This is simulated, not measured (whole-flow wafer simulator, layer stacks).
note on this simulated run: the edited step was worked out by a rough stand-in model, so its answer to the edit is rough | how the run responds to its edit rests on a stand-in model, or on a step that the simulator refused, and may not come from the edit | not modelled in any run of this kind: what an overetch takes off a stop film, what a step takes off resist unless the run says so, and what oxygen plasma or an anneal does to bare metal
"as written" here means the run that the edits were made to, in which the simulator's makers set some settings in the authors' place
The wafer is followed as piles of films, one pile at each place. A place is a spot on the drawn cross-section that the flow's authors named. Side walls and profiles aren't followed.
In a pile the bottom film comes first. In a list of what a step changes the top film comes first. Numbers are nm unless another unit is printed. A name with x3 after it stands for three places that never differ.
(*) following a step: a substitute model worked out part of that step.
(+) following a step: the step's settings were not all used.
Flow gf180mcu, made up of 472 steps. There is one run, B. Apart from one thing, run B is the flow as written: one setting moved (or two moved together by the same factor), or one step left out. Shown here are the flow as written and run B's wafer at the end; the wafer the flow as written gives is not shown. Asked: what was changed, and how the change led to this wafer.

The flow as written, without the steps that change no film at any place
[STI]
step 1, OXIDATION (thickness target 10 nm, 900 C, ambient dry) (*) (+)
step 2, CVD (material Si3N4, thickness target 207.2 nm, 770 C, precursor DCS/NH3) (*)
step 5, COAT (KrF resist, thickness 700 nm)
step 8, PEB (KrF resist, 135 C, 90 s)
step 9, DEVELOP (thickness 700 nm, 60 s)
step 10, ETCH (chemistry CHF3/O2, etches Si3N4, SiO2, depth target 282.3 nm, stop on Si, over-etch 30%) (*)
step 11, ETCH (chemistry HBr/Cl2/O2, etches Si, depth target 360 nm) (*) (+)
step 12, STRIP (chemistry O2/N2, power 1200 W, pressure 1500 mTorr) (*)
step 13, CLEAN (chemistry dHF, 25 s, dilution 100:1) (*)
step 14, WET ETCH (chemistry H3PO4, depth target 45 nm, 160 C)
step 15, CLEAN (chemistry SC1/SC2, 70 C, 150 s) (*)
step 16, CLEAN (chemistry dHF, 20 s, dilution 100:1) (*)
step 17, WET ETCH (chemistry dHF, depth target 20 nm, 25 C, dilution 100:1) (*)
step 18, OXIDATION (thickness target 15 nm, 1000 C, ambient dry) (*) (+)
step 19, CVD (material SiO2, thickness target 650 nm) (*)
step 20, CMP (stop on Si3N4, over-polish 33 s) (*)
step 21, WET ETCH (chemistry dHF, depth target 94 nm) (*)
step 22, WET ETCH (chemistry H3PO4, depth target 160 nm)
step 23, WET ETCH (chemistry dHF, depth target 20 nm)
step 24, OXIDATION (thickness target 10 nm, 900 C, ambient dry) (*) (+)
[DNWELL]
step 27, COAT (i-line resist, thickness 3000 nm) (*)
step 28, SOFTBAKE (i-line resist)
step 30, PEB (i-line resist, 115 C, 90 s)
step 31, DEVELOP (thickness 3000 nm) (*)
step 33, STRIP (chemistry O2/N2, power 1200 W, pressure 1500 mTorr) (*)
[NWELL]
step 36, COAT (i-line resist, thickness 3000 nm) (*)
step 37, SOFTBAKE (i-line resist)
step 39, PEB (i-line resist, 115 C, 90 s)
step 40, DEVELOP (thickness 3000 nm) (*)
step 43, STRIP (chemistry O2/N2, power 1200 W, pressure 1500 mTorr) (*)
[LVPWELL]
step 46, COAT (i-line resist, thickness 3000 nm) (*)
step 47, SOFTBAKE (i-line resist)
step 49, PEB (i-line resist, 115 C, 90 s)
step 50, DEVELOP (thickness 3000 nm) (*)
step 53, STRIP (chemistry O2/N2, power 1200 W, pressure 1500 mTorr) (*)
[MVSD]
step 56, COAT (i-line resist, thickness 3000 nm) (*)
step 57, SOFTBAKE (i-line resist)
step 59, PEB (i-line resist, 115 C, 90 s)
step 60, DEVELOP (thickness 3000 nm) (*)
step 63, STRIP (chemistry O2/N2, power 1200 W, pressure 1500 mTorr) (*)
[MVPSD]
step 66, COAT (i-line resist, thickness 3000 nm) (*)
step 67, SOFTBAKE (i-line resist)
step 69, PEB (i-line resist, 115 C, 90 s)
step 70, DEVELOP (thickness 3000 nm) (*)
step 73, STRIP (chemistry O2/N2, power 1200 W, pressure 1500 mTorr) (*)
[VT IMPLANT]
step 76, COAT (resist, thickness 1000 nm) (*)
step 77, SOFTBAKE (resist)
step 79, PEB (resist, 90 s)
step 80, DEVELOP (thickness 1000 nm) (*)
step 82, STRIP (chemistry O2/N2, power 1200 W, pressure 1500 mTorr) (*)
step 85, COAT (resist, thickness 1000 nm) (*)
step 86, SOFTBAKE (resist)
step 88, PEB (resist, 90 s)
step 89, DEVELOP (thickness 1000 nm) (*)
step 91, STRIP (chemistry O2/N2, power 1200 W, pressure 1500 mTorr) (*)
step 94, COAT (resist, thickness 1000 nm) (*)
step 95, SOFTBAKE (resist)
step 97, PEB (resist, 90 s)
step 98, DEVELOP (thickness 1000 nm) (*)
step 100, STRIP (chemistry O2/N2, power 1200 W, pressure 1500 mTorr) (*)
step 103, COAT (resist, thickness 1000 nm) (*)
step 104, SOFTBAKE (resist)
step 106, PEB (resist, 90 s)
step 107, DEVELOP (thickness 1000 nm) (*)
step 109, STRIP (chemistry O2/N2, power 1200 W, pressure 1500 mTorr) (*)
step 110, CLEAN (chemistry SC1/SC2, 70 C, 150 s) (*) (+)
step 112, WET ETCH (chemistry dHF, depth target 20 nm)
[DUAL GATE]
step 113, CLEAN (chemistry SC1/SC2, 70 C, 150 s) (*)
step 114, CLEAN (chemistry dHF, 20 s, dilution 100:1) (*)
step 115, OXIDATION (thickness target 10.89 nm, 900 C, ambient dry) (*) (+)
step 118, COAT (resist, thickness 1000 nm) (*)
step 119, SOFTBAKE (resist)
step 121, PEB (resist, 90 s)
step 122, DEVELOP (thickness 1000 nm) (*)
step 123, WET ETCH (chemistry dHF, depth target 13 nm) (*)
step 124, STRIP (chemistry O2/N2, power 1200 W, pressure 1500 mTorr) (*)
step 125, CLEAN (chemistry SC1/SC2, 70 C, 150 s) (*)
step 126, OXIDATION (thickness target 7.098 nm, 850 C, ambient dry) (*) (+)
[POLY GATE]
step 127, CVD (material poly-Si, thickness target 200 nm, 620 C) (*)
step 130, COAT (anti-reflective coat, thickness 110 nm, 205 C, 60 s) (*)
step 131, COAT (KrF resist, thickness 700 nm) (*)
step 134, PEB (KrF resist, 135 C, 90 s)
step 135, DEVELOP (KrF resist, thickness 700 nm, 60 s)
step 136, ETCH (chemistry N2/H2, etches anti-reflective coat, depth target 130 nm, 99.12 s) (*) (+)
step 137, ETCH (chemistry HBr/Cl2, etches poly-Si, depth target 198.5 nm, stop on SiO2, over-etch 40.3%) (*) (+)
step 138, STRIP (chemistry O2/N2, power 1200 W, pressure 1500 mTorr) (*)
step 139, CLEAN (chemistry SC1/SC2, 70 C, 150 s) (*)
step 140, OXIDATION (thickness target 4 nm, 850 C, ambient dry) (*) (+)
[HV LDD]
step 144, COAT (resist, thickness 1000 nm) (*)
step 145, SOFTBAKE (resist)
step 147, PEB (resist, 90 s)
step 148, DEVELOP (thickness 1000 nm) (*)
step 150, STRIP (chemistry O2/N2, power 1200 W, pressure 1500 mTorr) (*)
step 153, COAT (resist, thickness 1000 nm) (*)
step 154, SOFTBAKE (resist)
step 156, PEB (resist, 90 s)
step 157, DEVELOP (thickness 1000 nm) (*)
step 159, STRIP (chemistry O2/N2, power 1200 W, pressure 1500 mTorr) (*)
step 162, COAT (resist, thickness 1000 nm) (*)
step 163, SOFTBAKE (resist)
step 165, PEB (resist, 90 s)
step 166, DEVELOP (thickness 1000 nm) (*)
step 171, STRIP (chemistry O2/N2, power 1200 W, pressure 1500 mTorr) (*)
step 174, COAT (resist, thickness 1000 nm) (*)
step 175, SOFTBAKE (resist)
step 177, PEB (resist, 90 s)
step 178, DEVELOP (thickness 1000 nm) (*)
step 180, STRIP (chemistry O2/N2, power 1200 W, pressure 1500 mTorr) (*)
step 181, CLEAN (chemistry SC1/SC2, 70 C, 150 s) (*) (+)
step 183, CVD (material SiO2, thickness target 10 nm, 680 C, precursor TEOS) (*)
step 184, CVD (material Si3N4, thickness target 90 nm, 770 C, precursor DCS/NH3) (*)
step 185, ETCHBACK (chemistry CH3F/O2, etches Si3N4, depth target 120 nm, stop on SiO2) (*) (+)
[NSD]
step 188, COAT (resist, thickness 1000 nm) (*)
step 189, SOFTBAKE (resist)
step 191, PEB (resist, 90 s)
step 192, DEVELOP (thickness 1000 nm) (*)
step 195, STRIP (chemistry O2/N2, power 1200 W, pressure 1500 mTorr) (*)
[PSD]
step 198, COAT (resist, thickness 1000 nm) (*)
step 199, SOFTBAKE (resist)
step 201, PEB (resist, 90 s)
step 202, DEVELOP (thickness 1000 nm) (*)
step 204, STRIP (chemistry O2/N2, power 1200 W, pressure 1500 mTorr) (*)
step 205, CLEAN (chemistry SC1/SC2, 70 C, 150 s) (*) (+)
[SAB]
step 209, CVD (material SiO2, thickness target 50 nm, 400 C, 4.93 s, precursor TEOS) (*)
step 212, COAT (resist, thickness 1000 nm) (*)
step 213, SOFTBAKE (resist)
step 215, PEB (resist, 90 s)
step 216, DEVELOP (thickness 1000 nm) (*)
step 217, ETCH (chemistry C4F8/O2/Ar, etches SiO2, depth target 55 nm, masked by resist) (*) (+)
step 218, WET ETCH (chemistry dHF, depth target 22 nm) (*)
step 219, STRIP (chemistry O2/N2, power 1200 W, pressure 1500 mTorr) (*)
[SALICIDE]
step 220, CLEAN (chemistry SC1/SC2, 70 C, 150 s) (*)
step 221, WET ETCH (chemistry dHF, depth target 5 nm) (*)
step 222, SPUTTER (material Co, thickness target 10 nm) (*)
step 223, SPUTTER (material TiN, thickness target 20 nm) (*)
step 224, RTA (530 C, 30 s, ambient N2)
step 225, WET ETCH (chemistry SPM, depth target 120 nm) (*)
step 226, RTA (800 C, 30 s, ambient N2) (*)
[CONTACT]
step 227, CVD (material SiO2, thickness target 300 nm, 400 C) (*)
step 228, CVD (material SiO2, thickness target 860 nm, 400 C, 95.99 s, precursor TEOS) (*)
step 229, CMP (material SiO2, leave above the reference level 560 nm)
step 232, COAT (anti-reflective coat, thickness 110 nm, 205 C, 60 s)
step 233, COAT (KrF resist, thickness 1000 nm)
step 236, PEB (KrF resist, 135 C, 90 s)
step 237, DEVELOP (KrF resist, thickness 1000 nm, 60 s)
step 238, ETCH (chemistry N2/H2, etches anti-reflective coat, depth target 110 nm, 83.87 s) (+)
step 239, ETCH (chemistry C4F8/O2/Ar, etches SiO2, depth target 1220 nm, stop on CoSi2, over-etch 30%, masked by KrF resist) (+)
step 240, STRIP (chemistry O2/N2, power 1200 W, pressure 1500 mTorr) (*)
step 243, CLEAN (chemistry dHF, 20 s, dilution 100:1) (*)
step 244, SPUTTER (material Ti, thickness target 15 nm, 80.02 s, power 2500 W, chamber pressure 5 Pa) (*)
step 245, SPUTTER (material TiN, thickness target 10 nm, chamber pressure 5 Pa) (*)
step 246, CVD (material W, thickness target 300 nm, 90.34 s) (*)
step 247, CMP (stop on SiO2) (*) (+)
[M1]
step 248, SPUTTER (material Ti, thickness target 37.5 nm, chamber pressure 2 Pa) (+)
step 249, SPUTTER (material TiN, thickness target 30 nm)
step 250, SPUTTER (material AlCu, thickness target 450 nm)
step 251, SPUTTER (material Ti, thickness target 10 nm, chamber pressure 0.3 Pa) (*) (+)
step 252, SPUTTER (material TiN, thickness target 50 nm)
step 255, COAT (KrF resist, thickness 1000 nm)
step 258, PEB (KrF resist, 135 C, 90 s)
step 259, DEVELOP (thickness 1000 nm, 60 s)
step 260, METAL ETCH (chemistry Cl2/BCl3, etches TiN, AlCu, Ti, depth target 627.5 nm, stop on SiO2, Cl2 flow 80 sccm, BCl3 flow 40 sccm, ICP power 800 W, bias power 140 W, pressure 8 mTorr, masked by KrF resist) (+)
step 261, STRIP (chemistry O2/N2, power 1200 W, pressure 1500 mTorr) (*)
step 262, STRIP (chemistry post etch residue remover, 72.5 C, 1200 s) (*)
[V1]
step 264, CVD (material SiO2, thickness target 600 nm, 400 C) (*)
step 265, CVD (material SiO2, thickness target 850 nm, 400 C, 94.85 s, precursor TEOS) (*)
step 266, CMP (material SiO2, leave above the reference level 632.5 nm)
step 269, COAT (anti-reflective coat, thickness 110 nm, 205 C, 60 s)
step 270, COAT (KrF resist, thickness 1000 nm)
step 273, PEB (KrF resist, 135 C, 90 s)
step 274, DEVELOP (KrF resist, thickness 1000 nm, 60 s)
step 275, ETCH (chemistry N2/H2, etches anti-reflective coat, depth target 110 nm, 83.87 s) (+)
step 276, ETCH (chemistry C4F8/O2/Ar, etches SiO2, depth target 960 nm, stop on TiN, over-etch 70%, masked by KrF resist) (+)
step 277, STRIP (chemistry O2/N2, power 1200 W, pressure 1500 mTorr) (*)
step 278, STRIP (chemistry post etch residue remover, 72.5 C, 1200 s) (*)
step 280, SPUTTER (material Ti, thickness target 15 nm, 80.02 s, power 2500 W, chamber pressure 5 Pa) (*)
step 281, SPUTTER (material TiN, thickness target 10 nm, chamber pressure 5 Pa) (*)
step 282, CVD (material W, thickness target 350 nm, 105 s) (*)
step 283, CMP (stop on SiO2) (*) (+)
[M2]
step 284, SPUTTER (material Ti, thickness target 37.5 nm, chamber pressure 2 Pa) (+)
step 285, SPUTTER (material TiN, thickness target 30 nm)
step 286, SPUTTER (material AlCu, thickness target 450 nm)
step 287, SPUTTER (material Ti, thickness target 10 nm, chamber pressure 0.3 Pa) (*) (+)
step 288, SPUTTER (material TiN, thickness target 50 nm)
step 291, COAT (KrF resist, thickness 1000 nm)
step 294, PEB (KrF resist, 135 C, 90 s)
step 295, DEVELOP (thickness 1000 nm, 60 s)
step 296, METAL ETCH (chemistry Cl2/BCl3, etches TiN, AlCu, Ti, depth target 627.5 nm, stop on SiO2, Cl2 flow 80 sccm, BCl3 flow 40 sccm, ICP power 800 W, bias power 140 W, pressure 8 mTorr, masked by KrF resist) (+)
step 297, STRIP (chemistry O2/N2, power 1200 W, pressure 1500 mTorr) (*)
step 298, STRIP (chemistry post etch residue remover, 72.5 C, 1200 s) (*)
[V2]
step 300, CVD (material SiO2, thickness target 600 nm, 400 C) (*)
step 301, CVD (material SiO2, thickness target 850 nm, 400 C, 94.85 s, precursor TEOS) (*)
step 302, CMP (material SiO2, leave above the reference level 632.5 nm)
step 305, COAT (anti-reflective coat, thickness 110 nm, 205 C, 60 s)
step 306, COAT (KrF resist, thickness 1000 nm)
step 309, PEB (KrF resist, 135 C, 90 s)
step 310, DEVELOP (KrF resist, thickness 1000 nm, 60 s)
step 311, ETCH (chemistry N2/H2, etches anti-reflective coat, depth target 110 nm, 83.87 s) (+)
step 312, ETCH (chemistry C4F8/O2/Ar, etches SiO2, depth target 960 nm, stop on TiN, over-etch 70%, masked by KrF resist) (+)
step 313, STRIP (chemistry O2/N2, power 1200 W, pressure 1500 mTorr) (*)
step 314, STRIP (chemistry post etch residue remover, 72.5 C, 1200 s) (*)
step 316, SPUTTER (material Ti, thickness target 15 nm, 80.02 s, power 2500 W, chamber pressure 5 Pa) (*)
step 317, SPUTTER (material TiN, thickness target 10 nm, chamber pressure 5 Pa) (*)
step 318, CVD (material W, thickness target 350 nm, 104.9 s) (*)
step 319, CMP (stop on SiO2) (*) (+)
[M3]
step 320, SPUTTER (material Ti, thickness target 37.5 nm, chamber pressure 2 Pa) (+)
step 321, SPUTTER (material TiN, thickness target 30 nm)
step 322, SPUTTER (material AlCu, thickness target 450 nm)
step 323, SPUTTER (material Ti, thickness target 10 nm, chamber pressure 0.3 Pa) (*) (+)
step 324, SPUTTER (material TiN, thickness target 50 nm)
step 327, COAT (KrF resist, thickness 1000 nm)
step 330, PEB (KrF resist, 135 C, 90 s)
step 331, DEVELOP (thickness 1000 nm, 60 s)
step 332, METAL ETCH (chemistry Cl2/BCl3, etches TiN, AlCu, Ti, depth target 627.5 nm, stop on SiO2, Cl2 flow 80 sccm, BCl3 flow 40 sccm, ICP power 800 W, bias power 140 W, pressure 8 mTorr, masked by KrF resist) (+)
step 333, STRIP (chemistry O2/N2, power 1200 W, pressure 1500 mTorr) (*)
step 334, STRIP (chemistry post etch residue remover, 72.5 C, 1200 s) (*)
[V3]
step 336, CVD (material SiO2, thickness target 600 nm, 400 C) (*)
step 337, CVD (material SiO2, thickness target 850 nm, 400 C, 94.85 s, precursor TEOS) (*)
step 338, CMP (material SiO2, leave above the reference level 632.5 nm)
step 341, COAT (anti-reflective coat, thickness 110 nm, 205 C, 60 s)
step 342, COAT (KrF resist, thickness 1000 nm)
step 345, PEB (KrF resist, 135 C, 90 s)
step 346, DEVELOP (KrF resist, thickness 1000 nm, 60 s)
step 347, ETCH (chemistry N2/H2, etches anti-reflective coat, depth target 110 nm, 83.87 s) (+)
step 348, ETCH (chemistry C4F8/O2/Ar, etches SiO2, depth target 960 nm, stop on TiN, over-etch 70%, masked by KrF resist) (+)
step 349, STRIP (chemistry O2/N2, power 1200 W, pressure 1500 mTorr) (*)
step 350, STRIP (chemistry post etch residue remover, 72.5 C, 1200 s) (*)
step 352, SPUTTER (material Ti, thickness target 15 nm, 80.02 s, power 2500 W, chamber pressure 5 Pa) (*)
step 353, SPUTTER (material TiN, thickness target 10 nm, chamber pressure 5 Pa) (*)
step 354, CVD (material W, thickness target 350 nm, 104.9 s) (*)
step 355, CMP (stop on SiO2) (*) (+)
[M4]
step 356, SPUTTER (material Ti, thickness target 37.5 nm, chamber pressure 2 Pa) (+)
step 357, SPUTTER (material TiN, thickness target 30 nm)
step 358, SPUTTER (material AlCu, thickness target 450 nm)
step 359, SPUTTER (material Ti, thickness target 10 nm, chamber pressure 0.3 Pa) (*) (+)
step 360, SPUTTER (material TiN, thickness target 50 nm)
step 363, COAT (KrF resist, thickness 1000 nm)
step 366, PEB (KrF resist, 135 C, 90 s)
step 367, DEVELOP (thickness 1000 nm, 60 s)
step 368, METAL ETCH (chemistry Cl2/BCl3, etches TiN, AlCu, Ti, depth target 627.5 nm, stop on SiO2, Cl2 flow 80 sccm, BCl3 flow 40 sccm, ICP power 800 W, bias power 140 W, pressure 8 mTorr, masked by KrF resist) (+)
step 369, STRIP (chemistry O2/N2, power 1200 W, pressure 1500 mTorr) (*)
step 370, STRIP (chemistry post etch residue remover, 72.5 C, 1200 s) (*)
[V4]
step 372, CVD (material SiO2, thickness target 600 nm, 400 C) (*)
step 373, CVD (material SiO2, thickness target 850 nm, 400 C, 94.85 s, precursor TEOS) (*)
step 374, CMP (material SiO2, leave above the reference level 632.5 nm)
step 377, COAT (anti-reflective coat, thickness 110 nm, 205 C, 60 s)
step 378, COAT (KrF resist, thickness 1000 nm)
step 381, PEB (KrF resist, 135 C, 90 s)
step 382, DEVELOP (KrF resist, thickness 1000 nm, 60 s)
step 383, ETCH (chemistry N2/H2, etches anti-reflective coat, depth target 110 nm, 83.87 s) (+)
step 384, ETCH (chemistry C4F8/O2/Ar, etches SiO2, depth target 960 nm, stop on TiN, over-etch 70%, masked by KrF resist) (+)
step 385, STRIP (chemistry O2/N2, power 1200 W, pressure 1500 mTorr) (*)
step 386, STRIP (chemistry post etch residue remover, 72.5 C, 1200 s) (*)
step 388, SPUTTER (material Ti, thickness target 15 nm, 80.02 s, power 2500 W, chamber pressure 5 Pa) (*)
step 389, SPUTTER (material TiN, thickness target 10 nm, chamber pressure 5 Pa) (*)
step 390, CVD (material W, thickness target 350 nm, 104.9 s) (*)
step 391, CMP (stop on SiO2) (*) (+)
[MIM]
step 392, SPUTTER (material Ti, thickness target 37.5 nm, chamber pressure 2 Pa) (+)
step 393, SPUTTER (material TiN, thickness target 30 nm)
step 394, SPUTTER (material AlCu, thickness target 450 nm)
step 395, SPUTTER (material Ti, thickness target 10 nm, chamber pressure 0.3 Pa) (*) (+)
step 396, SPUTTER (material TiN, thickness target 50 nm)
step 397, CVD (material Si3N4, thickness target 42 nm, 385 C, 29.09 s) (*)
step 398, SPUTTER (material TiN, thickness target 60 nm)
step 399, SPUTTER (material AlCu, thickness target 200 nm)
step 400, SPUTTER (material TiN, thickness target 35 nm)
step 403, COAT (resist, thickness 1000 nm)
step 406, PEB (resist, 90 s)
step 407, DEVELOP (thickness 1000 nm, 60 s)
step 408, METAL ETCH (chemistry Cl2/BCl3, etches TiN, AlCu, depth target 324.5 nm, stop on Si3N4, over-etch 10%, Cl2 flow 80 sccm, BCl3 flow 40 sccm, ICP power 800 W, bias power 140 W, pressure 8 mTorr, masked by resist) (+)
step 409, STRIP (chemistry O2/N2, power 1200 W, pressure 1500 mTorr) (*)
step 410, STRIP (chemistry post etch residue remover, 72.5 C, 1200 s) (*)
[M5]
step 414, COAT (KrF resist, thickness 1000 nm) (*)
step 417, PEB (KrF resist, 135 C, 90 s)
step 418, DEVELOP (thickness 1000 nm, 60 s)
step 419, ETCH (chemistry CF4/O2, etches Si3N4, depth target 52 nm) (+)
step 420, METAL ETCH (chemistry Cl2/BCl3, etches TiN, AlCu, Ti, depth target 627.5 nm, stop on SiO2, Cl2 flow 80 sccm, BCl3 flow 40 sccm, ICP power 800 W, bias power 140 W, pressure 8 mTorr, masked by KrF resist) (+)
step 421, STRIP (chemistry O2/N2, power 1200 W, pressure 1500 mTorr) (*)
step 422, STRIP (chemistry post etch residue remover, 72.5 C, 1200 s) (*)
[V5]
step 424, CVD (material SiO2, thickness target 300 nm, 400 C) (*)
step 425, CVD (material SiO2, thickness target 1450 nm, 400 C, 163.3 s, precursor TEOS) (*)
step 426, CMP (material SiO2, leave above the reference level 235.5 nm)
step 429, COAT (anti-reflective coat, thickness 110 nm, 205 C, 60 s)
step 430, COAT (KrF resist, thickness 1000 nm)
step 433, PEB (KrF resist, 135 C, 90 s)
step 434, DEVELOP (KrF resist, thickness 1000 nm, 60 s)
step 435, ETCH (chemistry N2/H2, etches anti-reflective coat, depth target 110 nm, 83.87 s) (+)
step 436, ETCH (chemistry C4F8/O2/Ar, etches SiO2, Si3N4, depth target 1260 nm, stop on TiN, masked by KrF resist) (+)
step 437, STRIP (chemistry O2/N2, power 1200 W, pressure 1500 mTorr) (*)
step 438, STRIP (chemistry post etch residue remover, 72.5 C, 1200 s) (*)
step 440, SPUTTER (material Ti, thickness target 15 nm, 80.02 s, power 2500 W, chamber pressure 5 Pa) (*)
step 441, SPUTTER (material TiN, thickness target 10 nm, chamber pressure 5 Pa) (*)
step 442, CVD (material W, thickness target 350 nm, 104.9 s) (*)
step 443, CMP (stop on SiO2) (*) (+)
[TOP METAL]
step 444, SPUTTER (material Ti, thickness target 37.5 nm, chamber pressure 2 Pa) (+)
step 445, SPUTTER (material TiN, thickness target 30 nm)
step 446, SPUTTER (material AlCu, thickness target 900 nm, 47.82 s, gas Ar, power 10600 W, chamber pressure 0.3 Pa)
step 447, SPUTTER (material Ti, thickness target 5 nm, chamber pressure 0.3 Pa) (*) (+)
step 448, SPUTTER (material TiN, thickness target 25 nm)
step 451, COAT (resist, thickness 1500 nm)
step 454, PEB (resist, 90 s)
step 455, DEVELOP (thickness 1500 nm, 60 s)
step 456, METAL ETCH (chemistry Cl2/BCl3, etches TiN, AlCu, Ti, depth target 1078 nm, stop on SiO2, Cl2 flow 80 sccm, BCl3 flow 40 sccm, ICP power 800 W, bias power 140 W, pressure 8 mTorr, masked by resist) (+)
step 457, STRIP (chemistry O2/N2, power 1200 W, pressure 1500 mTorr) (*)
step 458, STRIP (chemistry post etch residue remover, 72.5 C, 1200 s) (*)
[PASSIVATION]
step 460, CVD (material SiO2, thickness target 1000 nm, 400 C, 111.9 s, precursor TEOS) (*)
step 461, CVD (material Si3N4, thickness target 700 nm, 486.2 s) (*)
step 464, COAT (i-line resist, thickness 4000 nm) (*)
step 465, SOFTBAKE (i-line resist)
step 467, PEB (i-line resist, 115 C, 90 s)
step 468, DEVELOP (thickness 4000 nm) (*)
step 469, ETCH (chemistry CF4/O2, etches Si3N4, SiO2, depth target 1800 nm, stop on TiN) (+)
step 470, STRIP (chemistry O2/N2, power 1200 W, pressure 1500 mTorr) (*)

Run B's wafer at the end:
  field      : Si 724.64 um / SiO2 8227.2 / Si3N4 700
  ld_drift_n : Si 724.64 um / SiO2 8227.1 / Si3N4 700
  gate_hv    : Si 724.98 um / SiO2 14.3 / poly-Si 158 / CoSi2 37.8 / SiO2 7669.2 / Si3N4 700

What caused this: step 222, SPUTTER: thickness target 10.8 nm was run, though the flow has thickness target 10 nm.

The path from the change to this, step by step:
  step 222, SPUTTER (material Co, thickness target 10 nm) (*)
      field, field__w7, field__w8 and 71 more: Co gains 10.8 (new film) (it would be, as written: Co gains 10 (new film))
      field__w6, field_sub, field_sub__w2: Co gains 10.7 (new film) (it would be, as written: Co gains 9.95 (new film))
      (and at 31 other places as well)
  step 223, SPUTTER (material TiN, thickness target 20 nm) (*)
      field__w12: TiN gains 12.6 (new film) (it would be, as written: TiN gains 12 (new film))
  step 224, RTA (530 C, 30 s, ambient N2)
      gate, gate_hv, gate_p and 22 more: under 1 film: CoSi gains 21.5 (new film), Co loses 10.8 (all of it), poly-Si loses 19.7 (it would be, as written: under 1 film: CoSi gains 19.9 (new film), Co loses 10 (all of it), poly-Si loses 18.2)
      active, p_well, sd_n and 11 more: under 1 film: CoSi gains 21.5 (new film), Co loses 10.8 (all of it), Si loses 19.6 (it would be, as written: under 1 film: CoSi gains 19.9 (new film), Co loses 10 (all of it), Si loses 18.1)
      (and at 10 other places as well)
  step 225, WET ETCH (chemistry SPM, depth target 120 nm) (*)
      field, field__w7, field__w8 and 32 more: TiN loses 20 (all of it), Co loses 10.8 (all of it) (it would be, as written: TiN loses 20 (all of it), Co loses 10 (all of it))
      field__w9, nw_enc_fld_lv__w3: TiN loses 19.1 (all of it), Co loses 10.4 (all of it) (it would be, as written: TiN loses 19.1 (all of it), Co loses 9.6 (all of it))
      (and at 23 other places as well)
  step 226, RTA (800 C, 30 s, ambient N2) (*)
      gate, gate_hv, gate_p and 22 more: CoSi2 gains 37.8 (new film), CoSi loses 21.5 (all of it), poly-Si loses 19.7 (it would be, as written: CoSi2 gains 35 (new film), CoSi loses 19.9 (all of it), poly-Si loses 18.2)
      active, p_well, sd_n and 11 more: CoSi2 gains 37.8 (new film), CoSi loses 21.5 (all of it), Si loses 19.6 (it would be, as written: CoSi2 gains 35 (new film), CoSi loses 19.9 (all of it), Si loses 18.1)
      (and at 10 other places as well)
